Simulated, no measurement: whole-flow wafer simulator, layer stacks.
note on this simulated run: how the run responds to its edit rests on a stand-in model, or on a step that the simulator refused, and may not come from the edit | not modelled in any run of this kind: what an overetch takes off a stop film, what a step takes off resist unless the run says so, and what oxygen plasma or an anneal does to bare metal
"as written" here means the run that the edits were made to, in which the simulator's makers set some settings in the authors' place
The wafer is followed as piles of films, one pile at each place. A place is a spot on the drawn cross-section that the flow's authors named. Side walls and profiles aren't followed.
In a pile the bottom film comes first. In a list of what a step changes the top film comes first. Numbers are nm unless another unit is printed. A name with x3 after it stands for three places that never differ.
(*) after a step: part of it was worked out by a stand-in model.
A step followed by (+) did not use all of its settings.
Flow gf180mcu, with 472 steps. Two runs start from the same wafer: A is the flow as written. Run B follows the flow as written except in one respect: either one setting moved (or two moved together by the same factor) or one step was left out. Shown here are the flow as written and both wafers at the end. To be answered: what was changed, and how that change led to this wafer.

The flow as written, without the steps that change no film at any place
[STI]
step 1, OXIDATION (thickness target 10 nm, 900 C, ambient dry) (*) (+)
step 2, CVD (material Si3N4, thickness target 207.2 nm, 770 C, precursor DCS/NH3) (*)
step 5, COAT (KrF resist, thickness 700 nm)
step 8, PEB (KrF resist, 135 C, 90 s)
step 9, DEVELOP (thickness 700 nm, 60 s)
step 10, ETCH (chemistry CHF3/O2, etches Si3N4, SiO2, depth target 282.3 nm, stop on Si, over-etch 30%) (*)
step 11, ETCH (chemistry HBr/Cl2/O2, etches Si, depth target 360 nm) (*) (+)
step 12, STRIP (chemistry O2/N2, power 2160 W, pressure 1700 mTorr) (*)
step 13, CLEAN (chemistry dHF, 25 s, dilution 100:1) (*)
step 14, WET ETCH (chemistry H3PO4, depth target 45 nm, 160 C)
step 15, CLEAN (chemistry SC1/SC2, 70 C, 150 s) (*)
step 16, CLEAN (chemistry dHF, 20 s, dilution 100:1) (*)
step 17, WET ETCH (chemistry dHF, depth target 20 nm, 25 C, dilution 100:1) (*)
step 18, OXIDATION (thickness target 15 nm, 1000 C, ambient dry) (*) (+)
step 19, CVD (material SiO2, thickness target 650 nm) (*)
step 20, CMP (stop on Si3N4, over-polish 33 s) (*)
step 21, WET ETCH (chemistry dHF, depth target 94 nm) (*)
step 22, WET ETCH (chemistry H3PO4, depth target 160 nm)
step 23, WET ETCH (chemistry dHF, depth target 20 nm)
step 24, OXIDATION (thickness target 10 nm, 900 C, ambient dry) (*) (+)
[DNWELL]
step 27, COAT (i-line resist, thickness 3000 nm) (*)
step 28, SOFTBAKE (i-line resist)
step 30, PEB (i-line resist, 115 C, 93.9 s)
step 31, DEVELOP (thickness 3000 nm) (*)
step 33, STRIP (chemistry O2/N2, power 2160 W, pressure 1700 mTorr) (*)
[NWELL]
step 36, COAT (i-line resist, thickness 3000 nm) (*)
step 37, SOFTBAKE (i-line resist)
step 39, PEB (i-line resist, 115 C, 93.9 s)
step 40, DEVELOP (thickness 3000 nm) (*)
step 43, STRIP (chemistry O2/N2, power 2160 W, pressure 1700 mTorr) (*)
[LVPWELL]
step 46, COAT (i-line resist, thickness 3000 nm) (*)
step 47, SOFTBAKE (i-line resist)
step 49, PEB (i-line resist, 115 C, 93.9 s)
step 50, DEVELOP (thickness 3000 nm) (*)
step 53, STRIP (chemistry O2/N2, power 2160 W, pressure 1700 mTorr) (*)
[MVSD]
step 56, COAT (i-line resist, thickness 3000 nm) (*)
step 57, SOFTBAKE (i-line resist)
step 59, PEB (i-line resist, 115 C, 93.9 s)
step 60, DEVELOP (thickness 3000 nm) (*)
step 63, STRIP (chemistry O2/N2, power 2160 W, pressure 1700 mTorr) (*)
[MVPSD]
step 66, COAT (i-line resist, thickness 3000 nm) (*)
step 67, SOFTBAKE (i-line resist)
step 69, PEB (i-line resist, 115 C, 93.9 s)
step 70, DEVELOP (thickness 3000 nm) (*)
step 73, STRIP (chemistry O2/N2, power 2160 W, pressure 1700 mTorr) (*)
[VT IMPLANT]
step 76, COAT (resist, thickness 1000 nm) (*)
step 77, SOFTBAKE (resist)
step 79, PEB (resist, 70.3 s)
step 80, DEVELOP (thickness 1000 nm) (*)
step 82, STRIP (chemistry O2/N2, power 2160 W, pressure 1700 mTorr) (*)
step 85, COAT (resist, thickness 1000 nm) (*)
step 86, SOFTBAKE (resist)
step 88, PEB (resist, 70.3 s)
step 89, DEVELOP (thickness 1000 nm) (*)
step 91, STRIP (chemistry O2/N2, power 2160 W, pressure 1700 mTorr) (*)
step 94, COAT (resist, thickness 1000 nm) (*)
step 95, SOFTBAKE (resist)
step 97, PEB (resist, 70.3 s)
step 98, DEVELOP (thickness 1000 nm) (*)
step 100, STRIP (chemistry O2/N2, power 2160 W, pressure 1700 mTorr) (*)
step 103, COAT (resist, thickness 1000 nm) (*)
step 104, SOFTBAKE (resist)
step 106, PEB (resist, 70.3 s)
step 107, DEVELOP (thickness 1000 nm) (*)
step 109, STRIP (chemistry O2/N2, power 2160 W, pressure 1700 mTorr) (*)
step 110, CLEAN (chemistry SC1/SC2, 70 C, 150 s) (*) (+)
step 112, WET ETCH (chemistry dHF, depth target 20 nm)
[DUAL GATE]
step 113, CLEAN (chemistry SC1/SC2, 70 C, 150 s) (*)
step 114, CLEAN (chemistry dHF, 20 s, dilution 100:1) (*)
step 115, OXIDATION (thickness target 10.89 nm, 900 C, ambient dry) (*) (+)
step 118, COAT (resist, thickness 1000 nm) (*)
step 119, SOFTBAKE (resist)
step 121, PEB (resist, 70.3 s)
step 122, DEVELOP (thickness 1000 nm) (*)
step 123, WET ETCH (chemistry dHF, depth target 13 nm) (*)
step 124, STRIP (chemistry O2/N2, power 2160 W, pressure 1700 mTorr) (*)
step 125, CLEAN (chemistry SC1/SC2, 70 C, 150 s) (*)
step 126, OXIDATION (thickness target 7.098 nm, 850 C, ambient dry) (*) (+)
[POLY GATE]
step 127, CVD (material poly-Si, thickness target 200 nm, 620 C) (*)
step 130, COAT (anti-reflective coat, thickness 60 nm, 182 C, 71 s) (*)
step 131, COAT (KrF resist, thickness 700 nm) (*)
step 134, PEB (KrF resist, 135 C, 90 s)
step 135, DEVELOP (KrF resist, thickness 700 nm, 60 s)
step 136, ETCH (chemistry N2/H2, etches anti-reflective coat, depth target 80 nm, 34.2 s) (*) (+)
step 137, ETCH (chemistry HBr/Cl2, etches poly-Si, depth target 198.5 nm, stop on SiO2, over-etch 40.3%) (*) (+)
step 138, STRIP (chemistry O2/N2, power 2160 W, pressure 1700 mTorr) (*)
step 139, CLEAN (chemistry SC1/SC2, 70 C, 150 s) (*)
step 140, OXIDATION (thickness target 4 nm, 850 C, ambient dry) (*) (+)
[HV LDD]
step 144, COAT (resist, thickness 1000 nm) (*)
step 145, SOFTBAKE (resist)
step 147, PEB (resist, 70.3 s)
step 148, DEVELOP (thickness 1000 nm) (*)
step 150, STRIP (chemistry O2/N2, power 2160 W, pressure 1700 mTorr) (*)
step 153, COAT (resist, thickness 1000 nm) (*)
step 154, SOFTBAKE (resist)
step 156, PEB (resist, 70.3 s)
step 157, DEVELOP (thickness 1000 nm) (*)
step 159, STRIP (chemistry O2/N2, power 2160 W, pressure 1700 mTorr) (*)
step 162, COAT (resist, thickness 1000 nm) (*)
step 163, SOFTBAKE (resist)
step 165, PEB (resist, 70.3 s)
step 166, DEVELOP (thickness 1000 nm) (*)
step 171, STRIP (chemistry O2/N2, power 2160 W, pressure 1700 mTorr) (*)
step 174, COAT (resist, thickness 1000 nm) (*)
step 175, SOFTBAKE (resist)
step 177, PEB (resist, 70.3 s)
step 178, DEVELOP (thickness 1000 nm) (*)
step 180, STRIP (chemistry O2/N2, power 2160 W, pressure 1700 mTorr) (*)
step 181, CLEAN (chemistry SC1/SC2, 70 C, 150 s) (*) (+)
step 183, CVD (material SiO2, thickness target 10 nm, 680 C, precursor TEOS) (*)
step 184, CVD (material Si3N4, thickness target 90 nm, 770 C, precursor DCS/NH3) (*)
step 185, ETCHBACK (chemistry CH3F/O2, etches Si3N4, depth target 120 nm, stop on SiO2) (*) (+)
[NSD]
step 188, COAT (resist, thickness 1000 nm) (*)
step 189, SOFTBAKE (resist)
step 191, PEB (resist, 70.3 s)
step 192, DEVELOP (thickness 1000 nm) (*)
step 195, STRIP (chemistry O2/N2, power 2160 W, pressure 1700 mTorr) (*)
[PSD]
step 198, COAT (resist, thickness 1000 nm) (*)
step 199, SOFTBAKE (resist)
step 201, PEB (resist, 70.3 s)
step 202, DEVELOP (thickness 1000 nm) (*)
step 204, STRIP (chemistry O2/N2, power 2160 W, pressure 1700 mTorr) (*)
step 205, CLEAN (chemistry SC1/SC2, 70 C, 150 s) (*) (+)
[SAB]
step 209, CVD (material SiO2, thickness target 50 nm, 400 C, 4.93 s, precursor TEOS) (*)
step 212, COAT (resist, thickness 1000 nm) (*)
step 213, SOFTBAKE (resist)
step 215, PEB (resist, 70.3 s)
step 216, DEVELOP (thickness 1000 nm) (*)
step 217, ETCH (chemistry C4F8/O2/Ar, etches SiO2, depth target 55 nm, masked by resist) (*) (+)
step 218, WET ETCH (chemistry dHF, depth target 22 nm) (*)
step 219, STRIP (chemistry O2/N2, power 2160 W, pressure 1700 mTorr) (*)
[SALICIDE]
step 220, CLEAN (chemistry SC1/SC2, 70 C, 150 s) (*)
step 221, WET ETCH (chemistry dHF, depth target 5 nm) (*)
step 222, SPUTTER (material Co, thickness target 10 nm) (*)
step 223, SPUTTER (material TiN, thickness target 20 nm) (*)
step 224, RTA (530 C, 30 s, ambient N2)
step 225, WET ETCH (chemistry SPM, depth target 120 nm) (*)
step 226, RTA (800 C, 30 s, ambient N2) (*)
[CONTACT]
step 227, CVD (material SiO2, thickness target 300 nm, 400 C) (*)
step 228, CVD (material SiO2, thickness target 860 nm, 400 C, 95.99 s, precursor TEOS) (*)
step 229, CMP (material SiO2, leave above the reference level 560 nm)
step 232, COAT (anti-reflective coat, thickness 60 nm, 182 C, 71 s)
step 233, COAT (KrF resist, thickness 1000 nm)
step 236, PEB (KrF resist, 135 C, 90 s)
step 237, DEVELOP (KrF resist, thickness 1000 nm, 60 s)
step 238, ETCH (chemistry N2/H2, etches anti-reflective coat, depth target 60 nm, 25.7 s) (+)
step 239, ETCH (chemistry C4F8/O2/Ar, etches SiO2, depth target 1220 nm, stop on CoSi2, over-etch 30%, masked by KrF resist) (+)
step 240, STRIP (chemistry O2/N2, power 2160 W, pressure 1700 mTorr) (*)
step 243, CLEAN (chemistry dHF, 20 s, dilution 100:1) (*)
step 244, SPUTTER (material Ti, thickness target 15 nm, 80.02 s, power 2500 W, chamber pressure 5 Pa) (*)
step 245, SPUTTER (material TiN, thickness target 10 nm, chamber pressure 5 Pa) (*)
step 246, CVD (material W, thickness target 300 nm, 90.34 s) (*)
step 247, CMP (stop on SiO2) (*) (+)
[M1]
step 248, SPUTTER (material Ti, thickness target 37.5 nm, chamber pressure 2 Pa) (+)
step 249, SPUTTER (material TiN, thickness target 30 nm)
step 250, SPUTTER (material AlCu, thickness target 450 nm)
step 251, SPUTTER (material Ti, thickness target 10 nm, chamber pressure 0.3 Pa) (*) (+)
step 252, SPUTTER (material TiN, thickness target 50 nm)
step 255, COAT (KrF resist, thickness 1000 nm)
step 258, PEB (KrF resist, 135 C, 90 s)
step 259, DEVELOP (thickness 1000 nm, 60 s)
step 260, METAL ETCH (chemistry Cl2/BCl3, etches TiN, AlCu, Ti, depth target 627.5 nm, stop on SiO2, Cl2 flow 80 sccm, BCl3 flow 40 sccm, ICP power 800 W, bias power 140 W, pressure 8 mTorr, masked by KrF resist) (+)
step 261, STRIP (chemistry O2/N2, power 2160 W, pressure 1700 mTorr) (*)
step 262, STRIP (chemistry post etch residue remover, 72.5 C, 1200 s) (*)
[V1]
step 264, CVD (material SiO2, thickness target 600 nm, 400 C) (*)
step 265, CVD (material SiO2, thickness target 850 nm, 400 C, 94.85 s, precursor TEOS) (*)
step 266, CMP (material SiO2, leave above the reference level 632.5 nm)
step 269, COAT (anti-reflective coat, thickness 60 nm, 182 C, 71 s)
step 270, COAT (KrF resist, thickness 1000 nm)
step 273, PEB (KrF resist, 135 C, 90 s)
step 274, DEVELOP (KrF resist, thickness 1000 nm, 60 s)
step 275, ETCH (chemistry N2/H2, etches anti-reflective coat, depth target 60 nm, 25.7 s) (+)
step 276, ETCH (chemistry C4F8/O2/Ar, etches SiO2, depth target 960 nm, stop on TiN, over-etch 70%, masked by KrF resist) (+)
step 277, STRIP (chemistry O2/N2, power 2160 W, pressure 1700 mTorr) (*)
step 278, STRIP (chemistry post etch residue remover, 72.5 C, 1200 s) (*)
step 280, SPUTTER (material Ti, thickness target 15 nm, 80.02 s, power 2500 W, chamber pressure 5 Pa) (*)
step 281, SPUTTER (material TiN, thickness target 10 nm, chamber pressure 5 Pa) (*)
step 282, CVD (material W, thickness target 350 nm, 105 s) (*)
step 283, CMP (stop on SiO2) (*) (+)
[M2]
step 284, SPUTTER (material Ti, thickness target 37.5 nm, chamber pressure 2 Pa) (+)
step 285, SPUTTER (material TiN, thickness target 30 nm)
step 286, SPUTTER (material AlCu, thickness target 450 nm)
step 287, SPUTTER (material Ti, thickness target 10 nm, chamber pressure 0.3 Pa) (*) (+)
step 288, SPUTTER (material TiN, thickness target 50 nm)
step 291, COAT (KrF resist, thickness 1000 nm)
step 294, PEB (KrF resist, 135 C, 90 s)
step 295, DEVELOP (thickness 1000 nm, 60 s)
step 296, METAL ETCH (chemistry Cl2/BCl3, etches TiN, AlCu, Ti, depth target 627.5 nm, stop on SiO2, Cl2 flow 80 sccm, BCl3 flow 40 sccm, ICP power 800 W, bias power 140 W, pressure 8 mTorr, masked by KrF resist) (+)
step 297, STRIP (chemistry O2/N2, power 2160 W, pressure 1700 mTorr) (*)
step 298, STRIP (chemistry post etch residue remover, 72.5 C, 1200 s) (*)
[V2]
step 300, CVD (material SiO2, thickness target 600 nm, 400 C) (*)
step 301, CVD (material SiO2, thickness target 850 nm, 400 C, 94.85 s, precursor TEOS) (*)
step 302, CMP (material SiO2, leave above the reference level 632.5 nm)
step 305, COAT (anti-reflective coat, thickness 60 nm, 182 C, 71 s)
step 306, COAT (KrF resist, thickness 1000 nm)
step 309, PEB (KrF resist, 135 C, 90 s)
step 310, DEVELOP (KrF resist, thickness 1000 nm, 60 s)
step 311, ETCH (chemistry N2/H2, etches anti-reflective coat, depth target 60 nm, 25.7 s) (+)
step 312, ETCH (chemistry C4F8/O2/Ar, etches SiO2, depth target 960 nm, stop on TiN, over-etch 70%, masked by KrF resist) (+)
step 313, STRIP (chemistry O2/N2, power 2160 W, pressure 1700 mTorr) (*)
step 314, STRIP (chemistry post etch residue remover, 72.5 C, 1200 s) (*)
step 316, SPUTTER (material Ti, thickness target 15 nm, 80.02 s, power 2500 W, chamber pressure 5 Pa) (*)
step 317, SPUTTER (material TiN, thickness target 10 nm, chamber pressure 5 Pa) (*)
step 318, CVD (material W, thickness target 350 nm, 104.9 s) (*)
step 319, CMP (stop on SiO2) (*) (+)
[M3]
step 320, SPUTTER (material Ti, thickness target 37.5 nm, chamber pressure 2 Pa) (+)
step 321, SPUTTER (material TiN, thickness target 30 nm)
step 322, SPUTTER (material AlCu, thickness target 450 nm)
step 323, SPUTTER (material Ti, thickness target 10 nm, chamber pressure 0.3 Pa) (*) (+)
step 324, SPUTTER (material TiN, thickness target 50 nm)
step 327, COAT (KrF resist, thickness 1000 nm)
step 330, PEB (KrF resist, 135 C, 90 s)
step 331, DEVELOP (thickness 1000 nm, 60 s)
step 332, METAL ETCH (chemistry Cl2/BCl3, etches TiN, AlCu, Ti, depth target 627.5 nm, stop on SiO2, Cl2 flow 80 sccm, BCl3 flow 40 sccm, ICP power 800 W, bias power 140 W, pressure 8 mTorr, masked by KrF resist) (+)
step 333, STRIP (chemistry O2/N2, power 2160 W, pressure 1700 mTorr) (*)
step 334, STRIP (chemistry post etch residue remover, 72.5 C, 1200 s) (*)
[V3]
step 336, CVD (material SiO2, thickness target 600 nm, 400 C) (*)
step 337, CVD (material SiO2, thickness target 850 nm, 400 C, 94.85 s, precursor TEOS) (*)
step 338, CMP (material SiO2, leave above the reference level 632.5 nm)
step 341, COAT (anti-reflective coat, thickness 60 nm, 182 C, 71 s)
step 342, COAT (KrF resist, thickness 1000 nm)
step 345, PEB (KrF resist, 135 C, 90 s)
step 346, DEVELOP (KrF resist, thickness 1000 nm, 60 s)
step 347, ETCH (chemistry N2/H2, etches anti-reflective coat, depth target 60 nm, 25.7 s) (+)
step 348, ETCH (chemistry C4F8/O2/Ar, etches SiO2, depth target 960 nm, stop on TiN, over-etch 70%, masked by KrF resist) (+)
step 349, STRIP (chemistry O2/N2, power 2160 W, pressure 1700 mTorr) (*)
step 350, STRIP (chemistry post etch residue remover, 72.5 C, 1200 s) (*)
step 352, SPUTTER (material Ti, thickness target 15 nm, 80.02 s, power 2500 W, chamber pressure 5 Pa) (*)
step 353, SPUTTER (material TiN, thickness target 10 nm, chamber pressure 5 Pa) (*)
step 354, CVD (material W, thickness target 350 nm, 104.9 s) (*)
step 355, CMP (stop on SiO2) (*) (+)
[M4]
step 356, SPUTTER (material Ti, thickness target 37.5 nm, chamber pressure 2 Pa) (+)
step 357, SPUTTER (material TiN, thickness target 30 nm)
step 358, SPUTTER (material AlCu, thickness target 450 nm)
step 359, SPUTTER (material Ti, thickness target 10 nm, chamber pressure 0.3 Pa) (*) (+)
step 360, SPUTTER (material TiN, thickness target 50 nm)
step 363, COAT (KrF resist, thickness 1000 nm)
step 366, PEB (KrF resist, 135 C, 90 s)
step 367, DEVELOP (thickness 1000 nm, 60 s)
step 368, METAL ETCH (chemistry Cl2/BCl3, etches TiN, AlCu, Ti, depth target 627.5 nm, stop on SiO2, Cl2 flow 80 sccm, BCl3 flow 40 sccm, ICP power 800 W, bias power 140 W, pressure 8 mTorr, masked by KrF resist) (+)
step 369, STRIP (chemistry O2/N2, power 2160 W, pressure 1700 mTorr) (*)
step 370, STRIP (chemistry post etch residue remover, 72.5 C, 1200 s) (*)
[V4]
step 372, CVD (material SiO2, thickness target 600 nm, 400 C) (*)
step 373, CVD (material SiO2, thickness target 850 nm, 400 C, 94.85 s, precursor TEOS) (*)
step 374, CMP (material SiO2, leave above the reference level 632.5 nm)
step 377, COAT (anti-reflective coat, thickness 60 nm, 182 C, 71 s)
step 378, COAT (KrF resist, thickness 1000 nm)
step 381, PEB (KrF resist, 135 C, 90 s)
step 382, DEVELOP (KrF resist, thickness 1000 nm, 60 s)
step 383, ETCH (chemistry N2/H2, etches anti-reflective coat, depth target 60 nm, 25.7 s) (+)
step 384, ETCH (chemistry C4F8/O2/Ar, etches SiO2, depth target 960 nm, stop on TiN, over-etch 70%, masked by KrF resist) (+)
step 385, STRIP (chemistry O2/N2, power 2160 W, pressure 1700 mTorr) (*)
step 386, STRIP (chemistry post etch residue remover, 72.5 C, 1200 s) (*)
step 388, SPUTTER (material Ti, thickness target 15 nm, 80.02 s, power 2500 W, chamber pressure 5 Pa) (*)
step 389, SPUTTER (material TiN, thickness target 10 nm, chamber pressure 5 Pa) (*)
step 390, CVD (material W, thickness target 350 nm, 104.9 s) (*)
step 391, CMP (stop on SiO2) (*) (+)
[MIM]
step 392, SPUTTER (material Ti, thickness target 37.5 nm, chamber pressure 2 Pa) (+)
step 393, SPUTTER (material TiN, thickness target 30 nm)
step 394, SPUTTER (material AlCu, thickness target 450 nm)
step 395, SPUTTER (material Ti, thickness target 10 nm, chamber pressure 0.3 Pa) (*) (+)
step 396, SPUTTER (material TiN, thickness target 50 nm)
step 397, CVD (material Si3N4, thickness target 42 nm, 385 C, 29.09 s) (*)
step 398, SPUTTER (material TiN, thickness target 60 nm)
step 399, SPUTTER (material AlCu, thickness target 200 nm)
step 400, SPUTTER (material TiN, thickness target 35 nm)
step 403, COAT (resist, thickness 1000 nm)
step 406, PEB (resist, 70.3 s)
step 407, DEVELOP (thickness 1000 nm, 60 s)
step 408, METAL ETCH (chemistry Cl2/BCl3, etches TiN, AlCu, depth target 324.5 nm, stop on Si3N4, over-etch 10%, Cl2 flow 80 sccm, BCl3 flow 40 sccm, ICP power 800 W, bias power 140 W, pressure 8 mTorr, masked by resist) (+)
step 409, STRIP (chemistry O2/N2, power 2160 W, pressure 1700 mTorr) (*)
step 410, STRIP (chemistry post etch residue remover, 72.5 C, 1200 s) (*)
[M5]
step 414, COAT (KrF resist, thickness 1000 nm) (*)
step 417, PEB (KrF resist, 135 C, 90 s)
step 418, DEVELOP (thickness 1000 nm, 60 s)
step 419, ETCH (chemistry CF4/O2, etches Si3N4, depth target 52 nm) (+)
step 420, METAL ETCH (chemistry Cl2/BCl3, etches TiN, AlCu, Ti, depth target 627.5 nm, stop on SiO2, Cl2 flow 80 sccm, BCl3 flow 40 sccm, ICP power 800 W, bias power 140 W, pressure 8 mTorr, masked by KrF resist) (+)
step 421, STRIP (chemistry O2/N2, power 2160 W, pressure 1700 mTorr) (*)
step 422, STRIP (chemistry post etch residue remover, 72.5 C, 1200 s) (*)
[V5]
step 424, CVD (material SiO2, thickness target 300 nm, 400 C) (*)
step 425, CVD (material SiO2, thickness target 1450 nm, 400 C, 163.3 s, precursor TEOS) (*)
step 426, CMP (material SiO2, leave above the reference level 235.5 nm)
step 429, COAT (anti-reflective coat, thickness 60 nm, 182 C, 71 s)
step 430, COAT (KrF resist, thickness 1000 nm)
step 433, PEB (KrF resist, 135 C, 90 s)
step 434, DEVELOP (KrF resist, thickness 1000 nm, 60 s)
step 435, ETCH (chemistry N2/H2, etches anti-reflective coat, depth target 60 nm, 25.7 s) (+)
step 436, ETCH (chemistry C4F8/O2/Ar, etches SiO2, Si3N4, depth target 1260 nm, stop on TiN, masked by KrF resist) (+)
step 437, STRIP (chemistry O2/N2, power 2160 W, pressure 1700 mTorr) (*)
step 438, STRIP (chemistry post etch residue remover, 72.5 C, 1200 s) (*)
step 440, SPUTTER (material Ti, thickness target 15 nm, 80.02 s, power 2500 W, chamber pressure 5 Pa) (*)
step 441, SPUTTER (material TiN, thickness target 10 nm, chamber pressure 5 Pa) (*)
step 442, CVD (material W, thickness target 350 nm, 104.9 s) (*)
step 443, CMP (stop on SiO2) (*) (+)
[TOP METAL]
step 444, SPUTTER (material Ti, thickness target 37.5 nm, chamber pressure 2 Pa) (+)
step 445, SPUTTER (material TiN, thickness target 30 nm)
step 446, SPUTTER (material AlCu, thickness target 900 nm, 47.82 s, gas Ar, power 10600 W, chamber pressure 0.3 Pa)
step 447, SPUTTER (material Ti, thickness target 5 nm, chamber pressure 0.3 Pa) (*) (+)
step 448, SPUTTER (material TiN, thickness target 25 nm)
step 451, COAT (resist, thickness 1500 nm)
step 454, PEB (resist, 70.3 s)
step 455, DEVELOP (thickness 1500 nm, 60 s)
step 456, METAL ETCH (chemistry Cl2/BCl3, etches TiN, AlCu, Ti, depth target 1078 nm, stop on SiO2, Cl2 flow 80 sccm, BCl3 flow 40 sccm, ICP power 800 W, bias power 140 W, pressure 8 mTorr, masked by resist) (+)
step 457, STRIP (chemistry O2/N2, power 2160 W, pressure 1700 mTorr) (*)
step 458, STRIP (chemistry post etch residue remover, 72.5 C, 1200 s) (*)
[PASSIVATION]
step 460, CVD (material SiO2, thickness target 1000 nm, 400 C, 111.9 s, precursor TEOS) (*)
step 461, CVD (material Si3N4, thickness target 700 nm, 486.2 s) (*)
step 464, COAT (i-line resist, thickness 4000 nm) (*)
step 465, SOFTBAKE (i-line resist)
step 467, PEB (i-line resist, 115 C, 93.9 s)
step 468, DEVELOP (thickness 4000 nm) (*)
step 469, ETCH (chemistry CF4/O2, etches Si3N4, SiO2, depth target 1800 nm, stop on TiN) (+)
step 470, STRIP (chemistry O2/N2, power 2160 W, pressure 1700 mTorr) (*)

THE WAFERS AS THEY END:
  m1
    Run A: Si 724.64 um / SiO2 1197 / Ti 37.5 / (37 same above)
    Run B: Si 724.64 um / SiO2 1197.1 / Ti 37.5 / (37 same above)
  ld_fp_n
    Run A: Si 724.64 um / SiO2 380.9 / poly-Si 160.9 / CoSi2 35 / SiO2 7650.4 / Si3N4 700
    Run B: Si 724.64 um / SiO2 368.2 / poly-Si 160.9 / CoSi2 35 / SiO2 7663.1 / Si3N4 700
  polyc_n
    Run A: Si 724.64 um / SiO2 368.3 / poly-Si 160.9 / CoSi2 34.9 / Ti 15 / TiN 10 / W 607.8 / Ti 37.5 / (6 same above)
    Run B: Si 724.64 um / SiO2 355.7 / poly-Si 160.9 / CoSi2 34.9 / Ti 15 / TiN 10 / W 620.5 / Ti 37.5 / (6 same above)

The reason: step 23, WET ETCH: depth target 29.8 nm was run, though the flow has depth target 20 nm.

Step by step, how the change led to this:
  step 23, WET ETCH (chemistry dHF, depth target 20 nm)
      field, field_sub, sti and 34 more: A -26 SiO2 | B -38.7 SiO2
  step 28, SOFTBAKE (i-line resist)
      nw_enc_fld: A -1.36 i-line resist | B +2.4 i-line resist
      ldn_fp, ldn_drn: A +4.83 i-line resist | B +3.31 i-line resist
      (as well as at 39 more places)
  step 37, SOFTBAKE (i-line resist)
      nw_enc_fld: A -1.36 i-line resist | B +2.4 i-line resist
      ldn_fp, ldn_drn: A +4.83 i-line resist | B +3.31 i-line resist
      (as well as at 39 more places)
  step 47, SOFTBAKE (i-line resist)
      nw_enc_fld: A -1.36 i-line resist | B +2.4 i-line resist
      ldn_fp, ldn_drn: A +4.83 i-line resist | B +3.31 i-line resist
      (as well as at 39 more places)
  step 57, SOFTBAKE (i-line resist)
      nw_enc_fld: A -1.36 i-line resist | B +2.4 i-line resist
      ldn_fp, ldn_drn: A +4.83 i-line resist | B +3.31 i-line resist
      (as well as at 39 more places)
  step 67, SOFTBAKE (i-line resist)
      nw_enc_fld: A -1.36 i-line resist | B +2.4 i-line resist
      ldn_fp, ldn_drn: A +4.83 i-line resist | B +3.31 i-line resist
      (as well as at 39 more places)
  step 77, SOFTBAKE (resist)
      field_sub__w2: A -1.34 resist | B -0.83 resist
      gate_p_hv: A +1.75 resist | B +1.09 resist
      (as well as at 2 more places)
  step 86, SOFTBAKE (resist)
      field_sub__w2: A -1.34 resist | B -0.83 resist
      gate_p_hv: A +1.75 resist | B +1.09 resist
      (as well as at 2 more places)
  step 95, SOFTBAKE (resist)
      field_sub__w2: A -1.34 resist | B -0.83 resist
      gate_p_hv: A +1.75 resist | B +1.09 resist
      (as well as at 2 more places)
  step 104, SOFTBAKE (resist)
      field_sub__w2: A -1.34 resist | B -0.83 resist
      gate_p_hv: A +1.75 resist | B +1.09 resist
      (as well as at 2 more places)
  step 119, SOFTBAKE (resist)
      field_sub: A -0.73 resist | B -0.15 resist
      field_sub__w2: A -0.62 resist | B -0.11 resist
      (as well as at 3 more places)
  step 130, COAT (anti-reflective coat, thickness 60 nm, 182 C, 71 s) (*)
      p_well, spacer, sd_n: A +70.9 anti-reflective coat (new film) | B +58.7 anti-reflective coat (new film)
      ldn_ch, ldp_ch: A +66.7 anti-reflective coat (new film) | B +62.4 anti-reflective coat (new film)
      (as well as at 71 more places)
  step 136, ETCH (chemistry N2/H2, etches anti-reflective coat, depth target 80 nm, 34.2 s) (*) (+)
      p_well, spacer, sd_n: A -70.9 anti-reflective coat (all of it), -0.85 poly-Si | B -58.7 anti-reflective coat (all of it), -1.16 poly-Si
      ldn_dft, ldp_dft: A -48.7 anti-reflective coat (all of it), -1.42 poly-Si | B -55.4 anti-reflective coat (all of it), -1.25 poly-Si
      (as well as at 50 more places)
  step 138, STRIP (chemistry O2/N2, power 2160 W, pressure 1700 mTorr) (*)
      gate: A +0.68 chemical SiO2 (new film), -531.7 KrF resist (all of it), -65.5 anti-reflective coat (all of it), -0.3 poly-Si | B +0.69 chemical SiO2 (new film), -530.1 KrF resist (all of it), -59.9 anti-reflective coat (all of it), -0.3 poly-Si
      gate_hv: A +0.68 chemical SiO2 (new film), -528.4 KrF resist (all of it), -61 anti-reflective coat (all of it), -0.3 poly-Si | B +0.69 chemical SiO2 (new film), -525.2 KrF resist (all of it), -59.1 anti-reflective coat (all of it), -0.3 poly-Si
      (as well as at 19 more places)
  step 144, COAT (resist, thickness 1000 nm) (*)
      field__w6: A +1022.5 resist (new film) | B +1052.5 resist (new film)
  step 145, SOFTBAKE (resist)
      field: A -0.3 resist | B +2.84 resist
      nw_enc_fld_lv__w3: A +2.63 resist | B -0.96 resist
      (as well as at 9 more places)
  ... 20 other steps ...
  step 229, CMP (material SiO2, leave above the reference level 560 nm)
      ldn_sep__w1, ldn_sep__w2, ldn_dft and 8 more: A -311 SiO2 | B -298.3 SiO2
      sti, mim_1p0, pad, dice_street, iso_nw_fld, iso_fld_sub: A -296.8 SiO2 | B -284.1 SiO2
      (as well as at 50 more places)
